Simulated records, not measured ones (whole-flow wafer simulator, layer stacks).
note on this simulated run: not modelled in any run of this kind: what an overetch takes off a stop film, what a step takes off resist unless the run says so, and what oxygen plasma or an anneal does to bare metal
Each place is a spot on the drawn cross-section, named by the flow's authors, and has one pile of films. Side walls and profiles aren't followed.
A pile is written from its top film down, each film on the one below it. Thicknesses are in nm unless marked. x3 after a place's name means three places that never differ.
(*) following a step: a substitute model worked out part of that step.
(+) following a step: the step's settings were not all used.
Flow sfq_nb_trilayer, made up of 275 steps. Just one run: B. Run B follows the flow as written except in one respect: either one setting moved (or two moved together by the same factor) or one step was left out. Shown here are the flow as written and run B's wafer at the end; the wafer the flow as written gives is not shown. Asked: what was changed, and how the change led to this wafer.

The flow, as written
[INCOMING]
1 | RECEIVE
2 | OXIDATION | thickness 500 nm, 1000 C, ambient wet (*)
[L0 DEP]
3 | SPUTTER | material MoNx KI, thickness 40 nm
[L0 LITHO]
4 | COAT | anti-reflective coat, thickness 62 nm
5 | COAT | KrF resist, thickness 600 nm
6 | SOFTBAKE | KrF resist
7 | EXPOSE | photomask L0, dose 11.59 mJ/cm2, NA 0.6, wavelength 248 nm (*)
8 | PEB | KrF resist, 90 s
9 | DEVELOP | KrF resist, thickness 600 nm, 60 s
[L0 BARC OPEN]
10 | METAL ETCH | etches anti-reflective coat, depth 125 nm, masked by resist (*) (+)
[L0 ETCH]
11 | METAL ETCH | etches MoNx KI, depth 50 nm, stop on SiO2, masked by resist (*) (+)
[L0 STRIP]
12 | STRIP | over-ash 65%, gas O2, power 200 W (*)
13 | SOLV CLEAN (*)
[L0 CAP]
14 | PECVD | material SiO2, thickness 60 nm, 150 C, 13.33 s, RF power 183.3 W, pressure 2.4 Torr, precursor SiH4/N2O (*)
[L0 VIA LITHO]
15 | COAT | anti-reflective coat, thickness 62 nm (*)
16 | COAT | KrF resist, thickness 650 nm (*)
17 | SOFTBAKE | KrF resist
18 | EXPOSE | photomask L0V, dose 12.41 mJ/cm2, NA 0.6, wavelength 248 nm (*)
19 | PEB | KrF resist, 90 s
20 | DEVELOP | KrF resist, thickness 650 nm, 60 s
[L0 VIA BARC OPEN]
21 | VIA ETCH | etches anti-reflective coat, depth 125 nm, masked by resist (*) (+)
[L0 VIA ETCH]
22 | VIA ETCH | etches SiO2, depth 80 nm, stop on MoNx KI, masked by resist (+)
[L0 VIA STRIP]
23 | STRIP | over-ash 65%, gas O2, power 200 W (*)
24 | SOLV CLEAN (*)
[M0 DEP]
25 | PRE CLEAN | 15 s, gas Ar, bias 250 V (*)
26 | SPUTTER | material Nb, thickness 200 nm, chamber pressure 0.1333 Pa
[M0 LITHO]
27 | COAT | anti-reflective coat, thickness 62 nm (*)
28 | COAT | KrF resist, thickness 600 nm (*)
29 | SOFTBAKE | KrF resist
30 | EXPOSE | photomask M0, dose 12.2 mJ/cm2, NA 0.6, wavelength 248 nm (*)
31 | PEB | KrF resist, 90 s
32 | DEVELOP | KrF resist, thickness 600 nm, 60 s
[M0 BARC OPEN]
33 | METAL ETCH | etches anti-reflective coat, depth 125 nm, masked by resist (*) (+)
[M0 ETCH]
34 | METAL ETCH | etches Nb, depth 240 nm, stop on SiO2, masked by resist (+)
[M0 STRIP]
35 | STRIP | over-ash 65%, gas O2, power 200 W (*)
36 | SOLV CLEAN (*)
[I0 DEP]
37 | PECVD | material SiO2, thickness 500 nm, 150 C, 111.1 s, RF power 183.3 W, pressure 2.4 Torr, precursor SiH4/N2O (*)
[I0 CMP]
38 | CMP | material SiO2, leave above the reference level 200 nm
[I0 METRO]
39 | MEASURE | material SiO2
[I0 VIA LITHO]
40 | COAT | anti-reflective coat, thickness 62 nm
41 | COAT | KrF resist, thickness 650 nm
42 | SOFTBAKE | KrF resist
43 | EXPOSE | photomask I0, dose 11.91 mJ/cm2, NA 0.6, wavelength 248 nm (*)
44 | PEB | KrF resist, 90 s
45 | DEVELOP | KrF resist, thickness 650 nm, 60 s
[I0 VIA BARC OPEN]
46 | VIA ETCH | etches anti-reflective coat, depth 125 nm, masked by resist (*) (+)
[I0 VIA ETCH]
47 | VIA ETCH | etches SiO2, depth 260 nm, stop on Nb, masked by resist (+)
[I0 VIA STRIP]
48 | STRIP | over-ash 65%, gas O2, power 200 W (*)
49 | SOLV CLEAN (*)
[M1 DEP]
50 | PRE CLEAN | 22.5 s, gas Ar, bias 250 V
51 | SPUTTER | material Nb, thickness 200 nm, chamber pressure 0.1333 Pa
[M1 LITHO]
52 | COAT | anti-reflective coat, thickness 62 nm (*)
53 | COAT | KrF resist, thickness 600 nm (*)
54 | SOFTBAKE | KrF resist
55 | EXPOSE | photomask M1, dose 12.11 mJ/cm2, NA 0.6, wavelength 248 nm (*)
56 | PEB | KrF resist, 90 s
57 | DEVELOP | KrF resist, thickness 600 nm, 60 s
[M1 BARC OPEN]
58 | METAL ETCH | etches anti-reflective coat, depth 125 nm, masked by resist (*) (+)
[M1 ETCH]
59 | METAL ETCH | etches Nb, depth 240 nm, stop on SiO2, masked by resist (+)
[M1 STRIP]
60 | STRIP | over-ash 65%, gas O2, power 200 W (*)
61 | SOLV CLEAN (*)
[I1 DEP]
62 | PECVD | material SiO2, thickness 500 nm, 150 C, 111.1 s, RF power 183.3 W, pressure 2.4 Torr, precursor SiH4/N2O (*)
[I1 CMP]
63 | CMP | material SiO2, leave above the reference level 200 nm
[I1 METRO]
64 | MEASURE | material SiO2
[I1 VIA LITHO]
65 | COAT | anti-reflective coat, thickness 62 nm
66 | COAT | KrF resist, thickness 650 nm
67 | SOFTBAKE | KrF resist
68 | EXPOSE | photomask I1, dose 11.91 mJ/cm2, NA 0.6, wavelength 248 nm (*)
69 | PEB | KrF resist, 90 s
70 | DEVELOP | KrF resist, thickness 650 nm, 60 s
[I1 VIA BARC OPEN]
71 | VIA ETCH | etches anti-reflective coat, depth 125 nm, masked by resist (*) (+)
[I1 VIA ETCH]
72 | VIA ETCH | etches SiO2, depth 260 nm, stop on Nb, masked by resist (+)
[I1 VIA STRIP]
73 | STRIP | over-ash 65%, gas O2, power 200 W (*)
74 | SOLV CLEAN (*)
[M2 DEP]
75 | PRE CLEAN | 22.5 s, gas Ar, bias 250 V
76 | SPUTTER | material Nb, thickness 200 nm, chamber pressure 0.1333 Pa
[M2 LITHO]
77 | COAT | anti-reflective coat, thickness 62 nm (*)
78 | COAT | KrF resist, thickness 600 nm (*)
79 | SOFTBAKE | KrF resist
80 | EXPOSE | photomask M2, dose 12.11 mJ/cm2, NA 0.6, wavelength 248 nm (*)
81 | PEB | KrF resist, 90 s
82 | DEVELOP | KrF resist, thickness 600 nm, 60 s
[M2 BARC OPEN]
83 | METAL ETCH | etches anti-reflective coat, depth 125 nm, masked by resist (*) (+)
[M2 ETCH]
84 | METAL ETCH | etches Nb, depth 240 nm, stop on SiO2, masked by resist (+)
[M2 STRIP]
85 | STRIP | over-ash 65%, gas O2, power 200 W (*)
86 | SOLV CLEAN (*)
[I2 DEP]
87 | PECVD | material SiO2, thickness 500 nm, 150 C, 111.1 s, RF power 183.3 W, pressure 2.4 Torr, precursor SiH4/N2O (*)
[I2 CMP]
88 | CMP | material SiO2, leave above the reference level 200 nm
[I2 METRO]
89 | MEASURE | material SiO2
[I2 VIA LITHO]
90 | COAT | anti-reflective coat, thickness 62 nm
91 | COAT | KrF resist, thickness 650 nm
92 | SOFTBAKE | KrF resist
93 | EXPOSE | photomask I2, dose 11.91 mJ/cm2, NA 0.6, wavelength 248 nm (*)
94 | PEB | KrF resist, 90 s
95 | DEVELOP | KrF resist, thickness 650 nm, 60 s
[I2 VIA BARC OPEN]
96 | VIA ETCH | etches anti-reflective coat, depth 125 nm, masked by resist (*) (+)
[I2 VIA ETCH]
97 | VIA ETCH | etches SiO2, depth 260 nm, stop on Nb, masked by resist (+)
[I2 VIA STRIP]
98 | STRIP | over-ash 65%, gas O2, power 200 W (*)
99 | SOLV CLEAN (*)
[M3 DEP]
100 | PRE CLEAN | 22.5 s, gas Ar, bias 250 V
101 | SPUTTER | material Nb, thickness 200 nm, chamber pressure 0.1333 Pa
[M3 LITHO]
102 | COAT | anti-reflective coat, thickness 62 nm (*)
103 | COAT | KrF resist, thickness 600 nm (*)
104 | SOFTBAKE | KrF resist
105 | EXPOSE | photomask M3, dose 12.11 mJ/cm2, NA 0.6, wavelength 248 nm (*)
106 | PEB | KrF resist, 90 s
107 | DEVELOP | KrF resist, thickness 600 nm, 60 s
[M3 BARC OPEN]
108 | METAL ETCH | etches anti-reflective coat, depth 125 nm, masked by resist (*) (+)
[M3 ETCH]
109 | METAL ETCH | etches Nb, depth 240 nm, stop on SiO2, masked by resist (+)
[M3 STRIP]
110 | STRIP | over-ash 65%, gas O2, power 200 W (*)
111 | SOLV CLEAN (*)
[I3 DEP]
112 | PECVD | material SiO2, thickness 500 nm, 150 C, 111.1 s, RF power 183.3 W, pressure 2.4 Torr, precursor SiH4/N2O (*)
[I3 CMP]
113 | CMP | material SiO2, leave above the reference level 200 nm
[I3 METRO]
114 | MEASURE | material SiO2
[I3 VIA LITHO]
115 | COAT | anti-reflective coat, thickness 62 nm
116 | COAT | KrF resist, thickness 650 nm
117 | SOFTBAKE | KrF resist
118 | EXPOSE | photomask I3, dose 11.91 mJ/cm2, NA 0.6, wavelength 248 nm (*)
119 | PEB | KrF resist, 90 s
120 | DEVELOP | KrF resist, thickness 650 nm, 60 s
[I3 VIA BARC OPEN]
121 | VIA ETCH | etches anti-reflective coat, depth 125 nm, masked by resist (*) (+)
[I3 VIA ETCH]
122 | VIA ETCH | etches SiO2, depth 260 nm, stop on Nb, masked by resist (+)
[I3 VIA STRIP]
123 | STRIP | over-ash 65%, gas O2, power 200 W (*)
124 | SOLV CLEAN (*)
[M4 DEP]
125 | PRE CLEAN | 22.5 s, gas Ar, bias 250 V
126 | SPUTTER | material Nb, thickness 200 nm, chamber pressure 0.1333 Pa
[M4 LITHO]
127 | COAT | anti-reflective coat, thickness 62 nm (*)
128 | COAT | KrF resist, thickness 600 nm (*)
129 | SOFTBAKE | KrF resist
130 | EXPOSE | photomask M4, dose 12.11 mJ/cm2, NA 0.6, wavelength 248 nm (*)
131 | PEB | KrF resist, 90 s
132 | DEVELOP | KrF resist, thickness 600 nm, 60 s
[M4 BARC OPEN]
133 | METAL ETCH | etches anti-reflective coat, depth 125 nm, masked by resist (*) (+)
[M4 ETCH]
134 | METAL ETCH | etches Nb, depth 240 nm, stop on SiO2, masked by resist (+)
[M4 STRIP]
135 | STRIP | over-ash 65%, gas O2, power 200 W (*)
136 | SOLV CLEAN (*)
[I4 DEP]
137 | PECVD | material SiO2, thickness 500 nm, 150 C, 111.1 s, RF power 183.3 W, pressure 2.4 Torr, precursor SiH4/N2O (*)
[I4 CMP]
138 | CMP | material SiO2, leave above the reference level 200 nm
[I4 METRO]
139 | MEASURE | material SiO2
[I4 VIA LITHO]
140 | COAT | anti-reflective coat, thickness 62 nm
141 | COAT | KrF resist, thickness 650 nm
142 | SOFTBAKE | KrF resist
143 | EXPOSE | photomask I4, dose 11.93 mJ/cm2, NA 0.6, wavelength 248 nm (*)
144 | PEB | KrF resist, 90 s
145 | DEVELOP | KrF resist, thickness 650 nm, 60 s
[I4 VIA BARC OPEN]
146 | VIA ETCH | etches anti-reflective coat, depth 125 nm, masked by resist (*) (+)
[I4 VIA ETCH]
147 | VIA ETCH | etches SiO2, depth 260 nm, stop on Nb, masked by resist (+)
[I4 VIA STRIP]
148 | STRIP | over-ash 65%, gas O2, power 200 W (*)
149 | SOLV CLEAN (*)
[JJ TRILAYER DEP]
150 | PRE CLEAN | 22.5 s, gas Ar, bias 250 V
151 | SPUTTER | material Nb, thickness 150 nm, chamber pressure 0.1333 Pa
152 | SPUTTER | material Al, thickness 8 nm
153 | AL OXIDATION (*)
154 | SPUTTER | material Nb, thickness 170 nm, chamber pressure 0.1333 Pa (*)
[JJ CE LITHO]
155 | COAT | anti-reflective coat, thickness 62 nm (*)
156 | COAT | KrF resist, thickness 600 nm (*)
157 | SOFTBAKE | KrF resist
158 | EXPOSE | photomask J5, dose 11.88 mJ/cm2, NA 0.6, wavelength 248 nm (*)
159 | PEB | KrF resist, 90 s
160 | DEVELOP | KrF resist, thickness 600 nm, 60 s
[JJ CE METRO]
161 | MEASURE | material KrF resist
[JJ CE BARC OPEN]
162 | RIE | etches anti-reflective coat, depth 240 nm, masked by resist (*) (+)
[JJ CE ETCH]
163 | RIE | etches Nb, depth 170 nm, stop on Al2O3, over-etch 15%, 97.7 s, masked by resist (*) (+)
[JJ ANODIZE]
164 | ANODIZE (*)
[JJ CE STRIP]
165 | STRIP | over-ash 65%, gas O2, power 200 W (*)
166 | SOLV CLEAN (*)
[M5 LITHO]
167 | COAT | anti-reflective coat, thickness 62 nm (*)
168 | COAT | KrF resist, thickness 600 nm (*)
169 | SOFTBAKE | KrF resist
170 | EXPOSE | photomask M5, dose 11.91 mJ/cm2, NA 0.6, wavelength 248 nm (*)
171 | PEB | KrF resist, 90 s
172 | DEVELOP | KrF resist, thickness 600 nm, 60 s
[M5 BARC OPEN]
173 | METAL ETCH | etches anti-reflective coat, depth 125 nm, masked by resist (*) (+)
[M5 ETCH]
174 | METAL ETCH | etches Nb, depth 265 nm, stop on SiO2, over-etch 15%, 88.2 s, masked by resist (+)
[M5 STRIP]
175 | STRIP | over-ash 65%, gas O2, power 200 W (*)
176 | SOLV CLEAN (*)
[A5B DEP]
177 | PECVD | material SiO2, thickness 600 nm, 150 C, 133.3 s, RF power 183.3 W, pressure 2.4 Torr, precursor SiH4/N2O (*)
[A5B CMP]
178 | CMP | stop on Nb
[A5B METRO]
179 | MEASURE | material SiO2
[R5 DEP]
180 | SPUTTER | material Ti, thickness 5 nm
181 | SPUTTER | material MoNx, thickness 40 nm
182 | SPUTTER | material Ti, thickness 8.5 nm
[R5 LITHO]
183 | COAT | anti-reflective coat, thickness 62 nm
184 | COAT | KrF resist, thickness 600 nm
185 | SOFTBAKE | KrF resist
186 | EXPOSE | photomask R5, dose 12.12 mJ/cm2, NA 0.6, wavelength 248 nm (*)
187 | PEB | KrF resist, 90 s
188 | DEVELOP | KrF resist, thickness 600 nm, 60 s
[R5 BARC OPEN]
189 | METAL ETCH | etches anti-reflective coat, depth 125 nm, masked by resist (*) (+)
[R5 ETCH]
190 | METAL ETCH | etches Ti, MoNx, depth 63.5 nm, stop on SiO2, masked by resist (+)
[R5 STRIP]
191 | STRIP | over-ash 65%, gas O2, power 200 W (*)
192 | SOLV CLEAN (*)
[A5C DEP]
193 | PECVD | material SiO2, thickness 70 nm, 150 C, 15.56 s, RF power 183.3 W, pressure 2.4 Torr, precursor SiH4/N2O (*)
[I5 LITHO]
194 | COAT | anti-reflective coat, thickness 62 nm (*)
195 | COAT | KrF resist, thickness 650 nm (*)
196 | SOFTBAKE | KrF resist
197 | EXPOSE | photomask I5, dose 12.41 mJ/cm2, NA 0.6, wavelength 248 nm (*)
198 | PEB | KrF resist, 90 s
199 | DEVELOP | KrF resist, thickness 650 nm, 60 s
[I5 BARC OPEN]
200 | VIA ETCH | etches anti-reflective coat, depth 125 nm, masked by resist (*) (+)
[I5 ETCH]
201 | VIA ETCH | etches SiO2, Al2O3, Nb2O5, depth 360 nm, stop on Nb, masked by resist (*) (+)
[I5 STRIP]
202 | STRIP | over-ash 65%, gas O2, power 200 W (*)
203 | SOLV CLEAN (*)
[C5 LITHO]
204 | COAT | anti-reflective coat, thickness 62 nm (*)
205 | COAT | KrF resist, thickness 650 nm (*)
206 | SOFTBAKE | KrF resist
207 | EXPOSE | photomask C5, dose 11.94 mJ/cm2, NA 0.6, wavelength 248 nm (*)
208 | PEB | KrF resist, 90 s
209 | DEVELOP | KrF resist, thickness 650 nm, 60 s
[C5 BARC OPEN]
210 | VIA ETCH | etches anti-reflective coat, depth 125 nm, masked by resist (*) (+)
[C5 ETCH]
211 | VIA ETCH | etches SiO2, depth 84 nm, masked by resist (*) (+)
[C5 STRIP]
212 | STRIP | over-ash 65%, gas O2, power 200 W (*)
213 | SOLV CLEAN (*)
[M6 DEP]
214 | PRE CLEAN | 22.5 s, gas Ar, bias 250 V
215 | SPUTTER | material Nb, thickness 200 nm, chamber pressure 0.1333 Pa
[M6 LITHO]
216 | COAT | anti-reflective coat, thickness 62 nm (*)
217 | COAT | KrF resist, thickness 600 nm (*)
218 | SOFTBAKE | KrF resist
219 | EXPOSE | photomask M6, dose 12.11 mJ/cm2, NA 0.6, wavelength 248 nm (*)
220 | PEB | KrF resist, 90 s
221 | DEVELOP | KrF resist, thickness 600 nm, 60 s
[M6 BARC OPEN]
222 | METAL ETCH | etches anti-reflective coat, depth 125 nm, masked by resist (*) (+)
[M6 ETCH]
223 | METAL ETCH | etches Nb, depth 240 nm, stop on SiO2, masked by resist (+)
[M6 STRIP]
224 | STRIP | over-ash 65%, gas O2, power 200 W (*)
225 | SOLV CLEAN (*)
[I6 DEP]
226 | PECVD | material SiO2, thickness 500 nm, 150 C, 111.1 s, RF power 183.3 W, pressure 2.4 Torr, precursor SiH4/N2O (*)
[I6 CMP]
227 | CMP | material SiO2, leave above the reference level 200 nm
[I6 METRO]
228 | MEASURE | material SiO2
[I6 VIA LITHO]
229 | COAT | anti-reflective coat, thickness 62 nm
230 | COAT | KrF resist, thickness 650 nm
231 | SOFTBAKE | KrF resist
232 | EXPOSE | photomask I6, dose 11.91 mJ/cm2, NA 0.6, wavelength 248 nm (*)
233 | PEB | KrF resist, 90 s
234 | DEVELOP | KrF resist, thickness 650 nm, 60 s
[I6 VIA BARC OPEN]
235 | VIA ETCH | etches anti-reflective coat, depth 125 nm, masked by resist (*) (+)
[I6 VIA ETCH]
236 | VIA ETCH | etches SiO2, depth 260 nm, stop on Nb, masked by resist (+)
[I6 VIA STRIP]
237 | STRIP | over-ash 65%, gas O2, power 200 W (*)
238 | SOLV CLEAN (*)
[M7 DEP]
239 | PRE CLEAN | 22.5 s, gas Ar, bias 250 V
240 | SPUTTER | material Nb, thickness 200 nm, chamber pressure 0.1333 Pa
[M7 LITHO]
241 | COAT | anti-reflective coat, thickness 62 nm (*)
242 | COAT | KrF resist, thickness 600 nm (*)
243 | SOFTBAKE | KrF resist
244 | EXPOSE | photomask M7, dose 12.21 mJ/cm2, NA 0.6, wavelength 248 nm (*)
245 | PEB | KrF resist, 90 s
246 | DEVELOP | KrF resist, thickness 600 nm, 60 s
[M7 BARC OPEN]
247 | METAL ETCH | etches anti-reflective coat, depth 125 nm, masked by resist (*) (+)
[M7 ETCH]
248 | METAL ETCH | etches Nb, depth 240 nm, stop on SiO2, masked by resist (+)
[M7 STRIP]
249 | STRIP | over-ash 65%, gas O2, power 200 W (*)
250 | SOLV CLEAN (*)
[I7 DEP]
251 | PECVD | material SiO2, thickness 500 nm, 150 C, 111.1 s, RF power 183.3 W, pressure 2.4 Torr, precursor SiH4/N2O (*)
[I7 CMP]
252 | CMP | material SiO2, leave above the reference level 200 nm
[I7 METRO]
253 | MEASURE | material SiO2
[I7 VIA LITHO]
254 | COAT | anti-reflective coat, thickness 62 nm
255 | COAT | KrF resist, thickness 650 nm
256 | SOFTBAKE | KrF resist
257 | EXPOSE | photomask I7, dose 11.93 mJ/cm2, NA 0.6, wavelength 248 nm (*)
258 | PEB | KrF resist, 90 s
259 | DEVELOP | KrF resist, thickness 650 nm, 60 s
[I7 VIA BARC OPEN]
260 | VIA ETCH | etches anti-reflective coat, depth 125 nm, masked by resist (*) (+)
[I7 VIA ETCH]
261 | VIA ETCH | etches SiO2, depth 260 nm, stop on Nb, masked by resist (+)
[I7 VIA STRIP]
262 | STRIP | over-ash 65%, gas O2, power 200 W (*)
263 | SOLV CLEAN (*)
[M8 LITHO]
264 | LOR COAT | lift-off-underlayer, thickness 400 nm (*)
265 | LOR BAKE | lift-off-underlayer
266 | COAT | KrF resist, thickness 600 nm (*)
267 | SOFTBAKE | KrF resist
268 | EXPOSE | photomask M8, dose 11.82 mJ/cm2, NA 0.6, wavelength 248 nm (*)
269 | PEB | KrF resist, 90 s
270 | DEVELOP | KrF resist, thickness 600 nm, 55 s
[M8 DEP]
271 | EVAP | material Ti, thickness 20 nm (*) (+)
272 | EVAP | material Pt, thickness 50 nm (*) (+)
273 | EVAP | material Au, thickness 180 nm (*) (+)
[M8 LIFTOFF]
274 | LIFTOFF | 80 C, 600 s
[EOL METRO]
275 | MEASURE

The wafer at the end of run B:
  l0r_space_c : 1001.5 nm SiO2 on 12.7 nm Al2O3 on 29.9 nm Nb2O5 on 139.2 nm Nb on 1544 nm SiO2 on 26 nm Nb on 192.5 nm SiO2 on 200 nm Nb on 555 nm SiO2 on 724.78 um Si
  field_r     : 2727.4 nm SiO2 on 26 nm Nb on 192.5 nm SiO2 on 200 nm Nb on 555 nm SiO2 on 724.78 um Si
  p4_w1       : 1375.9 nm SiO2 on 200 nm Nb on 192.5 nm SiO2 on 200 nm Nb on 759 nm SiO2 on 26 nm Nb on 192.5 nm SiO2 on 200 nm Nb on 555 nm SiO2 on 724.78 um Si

Cause: step 59, METAL ETCH: depth 174 nm was run, while the flow as written has depth 240 nm.

The path from the change to this, step by step:
  59 | METAL ETCH | etches Nb, depth 240 nm, stop on SiO2, masked by resist (+)
      field_l, be, be_sur and 79 more: -174 Nb (in the flow as written it would be: -200 Nb (all of it))
      v_sur, via_wl, via_w and 21 more: -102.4 KrF resist (in the flow as written it would be: -141.2 KrF resist)
  60 | STRIP | over-ash 65%, gas O2, power 200 W (*)
      wl_j_sl, wl_jj, wl_j_sr and 13 more: -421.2 KrF resist (all of it), -62 anti-reflective coat (all of it) (in the flow as written it would be: -382.4 KrF resist (all of it), -62 anti-reflective coat (all of it))
      v_sur: -404.7 KrF resist (all of it), -61.1 anti-reflective coat (all of it) (in the flow as written it would be: -365.9 KrF resist (all of it), -61.1 anti-reflective coat (all of it))
      (also at 7 further places)
  62 | PECVD | material SiO2, thickness 500 nm, 150 C, 111.1 s, RF power 183.3 W, pressure 2.4 Torr, precursor SiH4/N2O (*)
      field_l, be, be_sur and 72 more: +500 SiO2 (new film) (in the flow as written it would be: +500 SiO2)
      lsp_m, ln_m6, lsp_r, l0_sur, l0v: +500 SiO2 (new film) (in the flow as written it would be: +494.9 SiO2)
      (also at 2 further places)
  63 | CMP | material SiO2, leave above the reference level 200 nm
      field_l, be, be_sur and 72 more: -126 SiO2 (in the flow as written it would be: -100 SiO2)
      lsp_m, ln_m6, lsp_r, l0_sur, l0v: -126 SiO2 (in the flow as written it would be: -94.9 SiO2)
If metal films that touch count as one body, l0r_space_c has 3 bodies (between them, from the top down: SiO2 1544; SiO2 192.5); the flow as written gives 2 bodies (between them, from the top down: SiO2 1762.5).
If metal films that touch count as one body, field_r has 2 bodies (between them, from the top down: SiO2 192.5); the flow as written gives 1 body.
If metal films that touch count as one body, p4_w1 has 4 bodies (between them, from the top down: SiO2 192.5; SiO2 759; SiO2 192.5); the flow as written gives 3 bodies (between them, from the top down: SiO2 192.5; SiO2 977.5).
